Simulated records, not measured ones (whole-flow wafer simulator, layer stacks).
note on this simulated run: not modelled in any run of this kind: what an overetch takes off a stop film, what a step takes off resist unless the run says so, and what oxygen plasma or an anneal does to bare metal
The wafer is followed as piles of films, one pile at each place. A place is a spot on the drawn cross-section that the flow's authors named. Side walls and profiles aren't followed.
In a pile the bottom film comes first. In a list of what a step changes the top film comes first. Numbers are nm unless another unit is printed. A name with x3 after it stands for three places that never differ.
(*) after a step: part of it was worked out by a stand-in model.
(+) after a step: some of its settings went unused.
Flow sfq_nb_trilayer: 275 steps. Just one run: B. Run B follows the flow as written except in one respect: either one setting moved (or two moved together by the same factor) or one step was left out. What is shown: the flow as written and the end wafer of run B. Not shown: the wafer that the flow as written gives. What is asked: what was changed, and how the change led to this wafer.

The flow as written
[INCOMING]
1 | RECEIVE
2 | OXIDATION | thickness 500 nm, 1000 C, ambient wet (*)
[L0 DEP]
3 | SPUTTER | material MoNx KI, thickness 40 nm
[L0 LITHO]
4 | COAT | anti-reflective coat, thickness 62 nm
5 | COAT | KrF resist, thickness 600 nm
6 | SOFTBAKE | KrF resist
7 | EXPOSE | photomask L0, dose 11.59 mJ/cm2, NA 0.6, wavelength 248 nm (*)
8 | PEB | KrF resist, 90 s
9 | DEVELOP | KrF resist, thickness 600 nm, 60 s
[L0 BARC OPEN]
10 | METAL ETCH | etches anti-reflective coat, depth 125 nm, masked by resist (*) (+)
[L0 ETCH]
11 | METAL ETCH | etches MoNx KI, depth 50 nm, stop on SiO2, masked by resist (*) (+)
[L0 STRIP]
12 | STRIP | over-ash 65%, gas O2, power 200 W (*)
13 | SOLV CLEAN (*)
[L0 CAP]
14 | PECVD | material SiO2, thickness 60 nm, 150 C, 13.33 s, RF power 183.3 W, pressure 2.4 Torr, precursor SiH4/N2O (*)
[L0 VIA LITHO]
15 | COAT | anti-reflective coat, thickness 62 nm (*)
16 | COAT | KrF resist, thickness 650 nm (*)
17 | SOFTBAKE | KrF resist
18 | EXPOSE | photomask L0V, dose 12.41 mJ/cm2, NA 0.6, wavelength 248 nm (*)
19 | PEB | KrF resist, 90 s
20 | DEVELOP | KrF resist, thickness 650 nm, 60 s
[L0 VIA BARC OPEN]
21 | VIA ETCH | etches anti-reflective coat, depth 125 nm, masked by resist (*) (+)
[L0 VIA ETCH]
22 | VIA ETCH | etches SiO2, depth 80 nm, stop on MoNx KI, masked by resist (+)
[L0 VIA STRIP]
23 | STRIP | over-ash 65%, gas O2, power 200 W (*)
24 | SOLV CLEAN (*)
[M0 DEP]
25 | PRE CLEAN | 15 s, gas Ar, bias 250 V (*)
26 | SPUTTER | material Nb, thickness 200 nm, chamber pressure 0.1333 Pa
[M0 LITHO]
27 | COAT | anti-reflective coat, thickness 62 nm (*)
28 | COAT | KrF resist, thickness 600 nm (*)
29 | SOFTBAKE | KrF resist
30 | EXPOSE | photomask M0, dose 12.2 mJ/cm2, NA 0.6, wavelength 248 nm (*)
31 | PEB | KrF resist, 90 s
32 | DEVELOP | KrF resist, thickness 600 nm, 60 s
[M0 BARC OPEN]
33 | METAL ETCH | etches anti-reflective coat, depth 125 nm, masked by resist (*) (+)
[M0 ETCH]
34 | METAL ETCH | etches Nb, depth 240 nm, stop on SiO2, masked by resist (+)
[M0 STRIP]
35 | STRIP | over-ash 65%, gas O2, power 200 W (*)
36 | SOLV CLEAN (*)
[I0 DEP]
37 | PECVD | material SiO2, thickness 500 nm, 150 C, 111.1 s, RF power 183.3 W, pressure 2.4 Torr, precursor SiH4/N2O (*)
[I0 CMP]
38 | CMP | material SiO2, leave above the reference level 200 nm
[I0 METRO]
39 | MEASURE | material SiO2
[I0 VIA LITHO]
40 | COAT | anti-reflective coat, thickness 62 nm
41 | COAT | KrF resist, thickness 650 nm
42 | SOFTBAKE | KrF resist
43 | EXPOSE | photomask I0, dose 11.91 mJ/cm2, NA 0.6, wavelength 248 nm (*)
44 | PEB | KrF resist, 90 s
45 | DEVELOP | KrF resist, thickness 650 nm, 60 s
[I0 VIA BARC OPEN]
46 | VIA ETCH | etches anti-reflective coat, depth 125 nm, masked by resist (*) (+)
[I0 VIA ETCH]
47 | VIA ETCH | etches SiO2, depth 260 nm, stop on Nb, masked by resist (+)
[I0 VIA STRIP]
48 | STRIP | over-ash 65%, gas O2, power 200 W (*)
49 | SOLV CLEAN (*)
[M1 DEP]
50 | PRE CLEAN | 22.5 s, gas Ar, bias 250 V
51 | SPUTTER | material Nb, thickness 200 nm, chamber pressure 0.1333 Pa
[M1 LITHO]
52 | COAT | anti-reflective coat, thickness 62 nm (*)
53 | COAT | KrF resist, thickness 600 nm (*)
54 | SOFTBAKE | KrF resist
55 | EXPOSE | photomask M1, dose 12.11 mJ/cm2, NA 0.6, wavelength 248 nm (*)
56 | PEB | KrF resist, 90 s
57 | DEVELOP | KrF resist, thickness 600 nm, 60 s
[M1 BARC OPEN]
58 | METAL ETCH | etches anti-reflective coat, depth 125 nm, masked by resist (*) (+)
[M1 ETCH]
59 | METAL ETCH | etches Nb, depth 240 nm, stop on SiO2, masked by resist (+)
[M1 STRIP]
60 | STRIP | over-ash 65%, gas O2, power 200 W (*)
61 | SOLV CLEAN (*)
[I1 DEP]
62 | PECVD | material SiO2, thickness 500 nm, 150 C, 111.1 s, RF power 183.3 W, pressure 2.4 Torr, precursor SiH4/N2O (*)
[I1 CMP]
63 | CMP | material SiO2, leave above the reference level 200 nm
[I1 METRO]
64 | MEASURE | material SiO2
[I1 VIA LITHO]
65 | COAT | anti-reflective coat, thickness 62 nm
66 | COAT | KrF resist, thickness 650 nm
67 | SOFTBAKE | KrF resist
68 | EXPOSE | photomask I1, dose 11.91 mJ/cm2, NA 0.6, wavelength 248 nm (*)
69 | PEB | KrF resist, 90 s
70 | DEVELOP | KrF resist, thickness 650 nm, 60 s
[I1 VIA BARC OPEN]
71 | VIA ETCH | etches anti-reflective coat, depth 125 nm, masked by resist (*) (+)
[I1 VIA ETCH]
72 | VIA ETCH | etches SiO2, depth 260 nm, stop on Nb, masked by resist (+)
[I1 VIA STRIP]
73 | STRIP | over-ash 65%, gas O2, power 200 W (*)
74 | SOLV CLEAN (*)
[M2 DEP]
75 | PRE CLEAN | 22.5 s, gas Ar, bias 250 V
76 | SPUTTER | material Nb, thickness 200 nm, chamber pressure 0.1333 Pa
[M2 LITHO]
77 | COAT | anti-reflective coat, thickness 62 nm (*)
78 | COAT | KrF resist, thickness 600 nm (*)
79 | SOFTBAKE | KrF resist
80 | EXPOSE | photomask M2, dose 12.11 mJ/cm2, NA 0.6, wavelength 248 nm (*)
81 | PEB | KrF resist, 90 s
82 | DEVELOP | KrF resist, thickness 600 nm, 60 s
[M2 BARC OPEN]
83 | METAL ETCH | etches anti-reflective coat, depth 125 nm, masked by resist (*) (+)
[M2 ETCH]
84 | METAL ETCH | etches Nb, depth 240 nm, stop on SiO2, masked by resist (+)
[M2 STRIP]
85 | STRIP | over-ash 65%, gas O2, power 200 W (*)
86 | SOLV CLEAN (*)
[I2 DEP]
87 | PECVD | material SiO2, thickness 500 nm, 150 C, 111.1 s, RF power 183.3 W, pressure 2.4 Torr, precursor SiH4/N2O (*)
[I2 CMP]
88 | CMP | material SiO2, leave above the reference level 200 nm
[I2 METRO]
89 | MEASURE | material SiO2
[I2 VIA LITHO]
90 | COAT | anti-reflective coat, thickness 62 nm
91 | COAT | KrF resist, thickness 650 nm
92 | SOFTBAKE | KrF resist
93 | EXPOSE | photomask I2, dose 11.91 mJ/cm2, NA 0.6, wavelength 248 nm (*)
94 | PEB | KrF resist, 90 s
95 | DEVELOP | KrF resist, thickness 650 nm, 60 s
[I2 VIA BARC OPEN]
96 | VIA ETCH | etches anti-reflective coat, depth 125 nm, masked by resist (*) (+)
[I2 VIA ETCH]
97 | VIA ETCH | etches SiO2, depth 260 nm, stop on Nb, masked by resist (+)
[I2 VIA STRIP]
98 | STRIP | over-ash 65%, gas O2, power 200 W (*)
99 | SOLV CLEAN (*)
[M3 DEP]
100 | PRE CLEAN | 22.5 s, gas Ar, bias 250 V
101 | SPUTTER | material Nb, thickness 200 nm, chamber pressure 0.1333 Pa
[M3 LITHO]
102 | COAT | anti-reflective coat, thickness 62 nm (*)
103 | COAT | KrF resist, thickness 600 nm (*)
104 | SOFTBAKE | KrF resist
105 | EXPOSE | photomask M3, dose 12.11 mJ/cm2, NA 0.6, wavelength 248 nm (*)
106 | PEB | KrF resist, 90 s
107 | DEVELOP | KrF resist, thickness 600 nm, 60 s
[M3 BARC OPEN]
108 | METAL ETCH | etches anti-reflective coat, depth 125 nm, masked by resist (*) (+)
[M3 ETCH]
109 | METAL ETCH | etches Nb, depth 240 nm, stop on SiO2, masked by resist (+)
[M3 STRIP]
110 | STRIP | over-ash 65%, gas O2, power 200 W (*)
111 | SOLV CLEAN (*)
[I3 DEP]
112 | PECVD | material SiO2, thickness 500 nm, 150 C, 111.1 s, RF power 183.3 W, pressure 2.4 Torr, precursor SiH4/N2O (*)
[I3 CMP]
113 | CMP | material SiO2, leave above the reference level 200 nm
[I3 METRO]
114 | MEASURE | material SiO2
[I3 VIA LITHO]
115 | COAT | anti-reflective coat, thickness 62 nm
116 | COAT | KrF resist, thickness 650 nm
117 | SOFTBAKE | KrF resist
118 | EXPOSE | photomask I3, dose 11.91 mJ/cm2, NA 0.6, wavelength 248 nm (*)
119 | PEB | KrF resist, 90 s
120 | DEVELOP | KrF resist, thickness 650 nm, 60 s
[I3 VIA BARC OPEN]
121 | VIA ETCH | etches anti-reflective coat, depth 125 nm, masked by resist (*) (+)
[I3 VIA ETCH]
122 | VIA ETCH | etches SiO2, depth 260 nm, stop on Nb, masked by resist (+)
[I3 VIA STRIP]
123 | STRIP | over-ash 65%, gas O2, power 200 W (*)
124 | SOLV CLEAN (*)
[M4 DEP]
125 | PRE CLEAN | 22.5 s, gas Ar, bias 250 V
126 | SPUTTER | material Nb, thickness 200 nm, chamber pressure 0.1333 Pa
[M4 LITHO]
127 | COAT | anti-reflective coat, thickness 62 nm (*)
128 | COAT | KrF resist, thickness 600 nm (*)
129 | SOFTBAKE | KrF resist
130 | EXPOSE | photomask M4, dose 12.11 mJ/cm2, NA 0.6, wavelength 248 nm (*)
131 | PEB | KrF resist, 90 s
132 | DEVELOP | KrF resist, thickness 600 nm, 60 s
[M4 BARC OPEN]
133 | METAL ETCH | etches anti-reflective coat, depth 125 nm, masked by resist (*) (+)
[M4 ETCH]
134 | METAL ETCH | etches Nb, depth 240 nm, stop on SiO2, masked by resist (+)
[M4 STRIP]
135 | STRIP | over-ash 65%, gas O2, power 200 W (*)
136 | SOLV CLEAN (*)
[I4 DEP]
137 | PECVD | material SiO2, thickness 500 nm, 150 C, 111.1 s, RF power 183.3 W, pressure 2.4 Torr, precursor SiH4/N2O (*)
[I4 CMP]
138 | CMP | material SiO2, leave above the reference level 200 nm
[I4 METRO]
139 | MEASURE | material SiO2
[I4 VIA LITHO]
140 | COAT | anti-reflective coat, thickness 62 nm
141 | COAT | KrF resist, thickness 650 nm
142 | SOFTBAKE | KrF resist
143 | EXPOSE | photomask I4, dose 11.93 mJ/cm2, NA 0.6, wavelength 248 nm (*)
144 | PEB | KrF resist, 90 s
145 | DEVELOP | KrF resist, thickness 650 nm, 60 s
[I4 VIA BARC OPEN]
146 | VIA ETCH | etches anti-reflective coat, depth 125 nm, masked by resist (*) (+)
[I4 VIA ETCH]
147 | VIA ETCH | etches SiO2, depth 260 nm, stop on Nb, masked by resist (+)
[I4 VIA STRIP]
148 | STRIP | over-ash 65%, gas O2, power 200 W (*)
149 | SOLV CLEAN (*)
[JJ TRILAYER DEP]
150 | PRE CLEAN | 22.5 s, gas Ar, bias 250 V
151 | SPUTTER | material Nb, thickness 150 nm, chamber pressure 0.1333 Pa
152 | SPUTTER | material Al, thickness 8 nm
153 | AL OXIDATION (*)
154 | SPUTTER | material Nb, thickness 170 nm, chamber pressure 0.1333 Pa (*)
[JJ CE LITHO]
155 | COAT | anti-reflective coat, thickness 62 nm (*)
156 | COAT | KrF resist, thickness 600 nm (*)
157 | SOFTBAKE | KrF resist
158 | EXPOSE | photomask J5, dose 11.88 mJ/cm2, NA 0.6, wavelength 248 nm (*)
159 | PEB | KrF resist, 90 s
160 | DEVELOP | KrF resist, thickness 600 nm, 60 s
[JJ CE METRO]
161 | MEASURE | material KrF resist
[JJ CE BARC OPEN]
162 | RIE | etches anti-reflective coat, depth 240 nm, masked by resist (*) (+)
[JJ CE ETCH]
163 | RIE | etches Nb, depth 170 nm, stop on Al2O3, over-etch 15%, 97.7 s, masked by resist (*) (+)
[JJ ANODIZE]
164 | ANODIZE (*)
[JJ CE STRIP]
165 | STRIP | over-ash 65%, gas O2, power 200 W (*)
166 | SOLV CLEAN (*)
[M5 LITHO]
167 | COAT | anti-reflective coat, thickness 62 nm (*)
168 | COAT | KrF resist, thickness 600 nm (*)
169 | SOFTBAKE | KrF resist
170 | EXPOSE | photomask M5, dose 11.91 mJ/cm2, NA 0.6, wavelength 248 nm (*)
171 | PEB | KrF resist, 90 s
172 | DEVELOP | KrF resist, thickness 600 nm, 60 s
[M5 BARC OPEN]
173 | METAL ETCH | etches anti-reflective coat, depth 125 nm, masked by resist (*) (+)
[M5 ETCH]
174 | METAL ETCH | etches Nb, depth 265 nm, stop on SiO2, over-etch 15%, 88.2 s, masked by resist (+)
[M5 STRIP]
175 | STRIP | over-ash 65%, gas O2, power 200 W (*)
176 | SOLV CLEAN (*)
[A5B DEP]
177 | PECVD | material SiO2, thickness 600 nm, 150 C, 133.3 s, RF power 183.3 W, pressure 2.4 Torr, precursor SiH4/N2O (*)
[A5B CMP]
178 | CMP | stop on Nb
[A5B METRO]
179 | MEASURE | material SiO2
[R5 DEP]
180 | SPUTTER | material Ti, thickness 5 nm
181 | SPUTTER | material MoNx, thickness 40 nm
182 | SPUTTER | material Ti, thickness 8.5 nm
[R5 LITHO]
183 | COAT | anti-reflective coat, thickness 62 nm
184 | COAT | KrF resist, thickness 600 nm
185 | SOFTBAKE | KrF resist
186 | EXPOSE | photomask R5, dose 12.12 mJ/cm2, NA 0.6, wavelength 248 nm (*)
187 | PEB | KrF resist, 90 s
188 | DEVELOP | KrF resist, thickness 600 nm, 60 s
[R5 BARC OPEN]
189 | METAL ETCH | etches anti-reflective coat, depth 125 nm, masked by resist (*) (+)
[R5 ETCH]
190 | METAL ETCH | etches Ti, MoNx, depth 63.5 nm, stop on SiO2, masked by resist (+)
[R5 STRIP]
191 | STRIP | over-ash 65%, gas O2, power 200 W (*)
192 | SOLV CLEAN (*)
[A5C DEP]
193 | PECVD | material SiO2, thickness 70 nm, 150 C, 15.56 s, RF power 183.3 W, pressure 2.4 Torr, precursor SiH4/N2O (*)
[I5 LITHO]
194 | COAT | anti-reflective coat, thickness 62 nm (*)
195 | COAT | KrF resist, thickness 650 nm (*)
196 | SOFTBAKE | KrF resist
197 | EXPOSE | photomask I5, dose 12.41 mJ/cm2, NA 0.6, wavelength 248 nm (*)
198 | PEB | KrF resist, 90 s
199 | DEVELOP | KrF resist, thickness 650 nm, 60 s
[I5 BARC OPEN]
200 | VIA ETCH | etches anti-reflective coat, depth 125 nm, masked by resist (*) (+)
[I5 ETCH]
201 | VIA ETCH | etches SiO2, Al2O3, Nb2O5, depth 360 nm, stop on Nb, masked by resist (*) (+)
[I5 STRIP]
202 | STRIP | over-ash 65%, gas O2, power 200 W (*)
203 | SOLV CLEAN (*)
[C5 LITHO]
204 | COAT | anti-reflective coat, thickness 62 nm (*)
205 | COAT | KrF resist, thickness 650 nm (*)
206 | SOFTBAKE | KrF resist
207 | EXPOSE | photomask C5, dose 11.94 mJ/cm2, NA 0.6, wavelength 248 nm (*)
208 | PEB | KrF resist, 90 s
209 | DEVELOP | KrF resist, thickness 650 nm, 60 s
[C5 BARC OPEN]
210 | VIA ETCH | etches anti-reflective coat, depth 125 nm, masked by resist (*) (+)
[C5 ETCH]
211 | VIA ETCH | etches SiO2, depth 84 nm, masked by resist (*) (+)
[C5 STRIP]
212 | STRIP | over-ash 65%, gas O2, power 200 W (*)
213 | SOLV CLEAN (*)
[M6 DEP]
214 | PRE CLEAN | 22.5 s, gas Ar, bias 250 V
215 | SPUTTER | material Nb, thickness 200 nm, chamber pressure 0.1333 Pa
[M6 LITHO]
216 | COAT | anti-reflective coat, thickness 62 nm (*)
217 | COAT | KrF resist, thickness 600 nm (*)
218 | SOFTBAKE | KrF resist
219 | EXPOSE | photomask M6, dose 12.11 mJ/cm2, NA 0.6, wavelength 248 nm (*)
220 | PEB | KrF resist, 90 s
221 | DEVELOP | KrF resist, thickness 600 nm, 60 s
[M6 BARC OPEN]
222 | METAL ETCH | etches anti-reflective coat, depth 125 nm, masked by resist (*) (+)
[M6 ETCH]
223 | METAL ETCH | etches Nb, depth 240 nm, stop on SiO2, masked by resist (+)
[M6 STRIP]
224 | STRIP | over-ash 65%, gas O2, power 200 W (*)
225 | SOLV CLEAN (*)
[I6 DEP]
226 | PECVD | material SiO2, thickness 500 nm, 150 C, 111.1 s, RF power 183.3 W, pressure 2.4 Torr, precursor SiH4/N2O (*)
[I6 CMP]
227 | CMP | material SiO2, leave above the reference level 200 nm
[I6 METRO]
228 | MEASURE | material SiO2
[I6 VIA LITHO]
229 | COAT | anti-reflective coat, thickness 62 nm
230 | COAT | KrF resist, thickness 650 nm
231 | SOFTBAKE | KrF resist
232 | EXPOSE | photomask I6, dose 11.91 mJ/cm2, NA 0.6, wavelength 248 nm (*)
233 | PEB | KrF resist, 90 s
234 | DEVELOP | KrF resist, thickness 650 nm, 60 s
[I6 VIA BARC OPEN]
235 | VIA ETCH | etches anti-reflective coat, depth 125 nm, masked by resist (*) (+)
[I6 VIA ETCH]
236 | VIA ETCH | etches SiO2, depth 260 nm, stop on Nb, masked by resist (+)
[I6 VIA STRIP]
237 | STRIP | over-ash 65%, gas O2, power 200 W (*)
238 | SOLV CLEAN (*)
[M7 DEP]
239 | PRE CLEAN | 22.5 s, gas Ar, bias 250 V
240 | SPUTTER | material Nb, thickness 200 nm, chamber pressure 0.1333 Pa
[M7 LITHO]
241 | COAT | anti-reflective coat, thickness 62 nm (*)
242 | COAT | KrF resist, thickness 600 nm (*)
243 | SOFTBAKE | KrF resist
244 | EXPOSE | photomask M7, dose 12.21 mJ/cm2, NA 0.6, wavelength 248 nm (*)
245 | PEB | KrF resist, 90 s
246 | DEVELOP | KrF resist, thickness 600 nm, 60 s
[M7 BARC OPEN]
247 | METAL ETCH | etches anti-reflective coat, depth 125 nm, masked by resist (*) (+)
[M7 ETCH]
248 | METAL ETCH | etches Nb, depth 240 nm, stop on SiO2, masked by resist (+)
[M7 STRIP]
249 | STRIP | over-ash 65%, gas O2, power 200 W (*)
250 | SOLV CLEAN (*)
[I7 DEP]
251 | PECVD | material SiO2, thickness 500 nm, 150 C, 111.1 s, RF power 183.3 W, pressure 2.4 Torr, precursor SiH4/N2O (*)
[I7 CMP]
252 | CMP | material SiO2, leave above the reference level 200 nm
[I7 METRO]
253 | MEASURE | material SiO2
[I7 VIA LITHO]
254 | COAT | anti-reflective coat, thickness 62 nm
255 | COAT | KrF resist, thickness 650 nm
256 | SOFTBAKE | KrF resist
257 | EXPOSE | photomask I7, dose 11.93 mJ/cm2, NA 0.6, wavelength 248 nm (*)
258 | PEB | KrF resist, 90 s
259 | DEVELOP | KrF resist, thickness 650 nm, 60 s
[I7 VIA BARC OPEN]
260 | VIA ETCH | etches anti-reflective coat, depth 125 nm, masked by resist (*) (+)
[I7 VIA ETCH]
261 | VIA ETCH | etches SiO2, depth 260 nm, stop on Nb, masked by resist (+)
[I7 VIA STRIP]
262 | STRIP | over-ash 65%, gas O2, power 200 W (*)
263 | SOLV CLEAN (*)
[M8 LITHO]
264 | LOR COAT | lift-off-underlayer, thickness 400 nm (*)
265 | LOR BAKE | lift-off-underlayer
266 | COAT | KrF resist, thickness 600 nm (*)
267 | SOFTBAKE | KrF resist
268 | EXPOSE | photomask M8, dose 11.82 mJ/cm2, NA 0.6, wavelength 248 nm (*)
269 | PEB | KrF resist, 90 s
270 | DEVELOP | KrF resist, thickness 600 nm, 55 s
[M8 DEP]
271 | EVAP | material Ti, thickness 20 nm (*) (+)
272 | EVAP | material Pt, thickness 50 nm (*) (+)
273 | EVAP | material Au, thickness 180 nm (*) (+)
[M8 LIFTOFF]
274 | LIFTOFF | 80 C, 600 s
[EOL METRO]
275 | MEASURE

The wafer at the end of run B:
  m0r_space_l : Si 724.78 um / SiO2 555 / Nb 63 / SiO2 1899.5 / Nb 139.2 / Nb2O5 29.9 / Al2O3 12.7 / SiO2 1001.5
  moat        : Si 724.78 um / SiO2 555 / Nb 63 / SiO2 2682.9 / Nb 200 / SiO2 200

What caused this: step 34, METAL ETCH: depth 137 nm was run, though the flow has depth 240 nm.

The path from the change to this, step by step:
  34 | METAL ETCH | etches Nb, depth 240 nm, stop on SiO2, masked by resist (+)
      moat, m0r_space_l, m0r_space_r: -137 Nb (in the flow as written it would be: -200 Nb (all of it))
      field_l, v_sur, via_wl and 100 more: -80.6 KrF resist (in the flow as written it would be: -141.2 KrF resist)
  35 | STRIP | over-ash 65%, gas O2, power 200 W (*)
      p4_fl, p4_fm, p4_w1 and 68 more: -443 KrF resist (all of it), -62 anti-reflective coat (all of it) (in the flow as written it would be: -382.4 KrF resist (all of it), -62 anti-reflective coat (all of it))
      c5j, ce_r, sp_r, be_r, r_sur, res: -449.6 KrF resist (all of it), -63.6 anti-reflective coat (all of it) (in the flow as written it would be: -389 KrF resist (all of it), -63.6 anti-reflective coat (all of it))
      (and at 26 other places as well)
  37 | PECVD | material SiO2, thickness 500 nm, 150 C, 111.1 s, RF power 183.3 W, pressure 2.4 Torr, precursor SiH4/N2O (*)
      moat, m0r_space_l, m0r_space_r: +500 SiO2 (new film) (in the flow as written it would be: +557.1 SiO2)
  38 | CMP | material SiO2, leave above the reference level 200 nm
      moat, m0r_space_l, m0r_space_r: -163 SiO2 (in the flow as written it would be: -157.1 SiO2)
With metal films that touch counted as one body, m0r_space_l has 2 bodies (between them, from the top down: SiO2 1899.5); the flow as written gives 1 body.
With metal films that touch counted as one body, moat has 2 bodies (between them, from the top down: SiO2 2682.9); the flow as written gives 1 body.
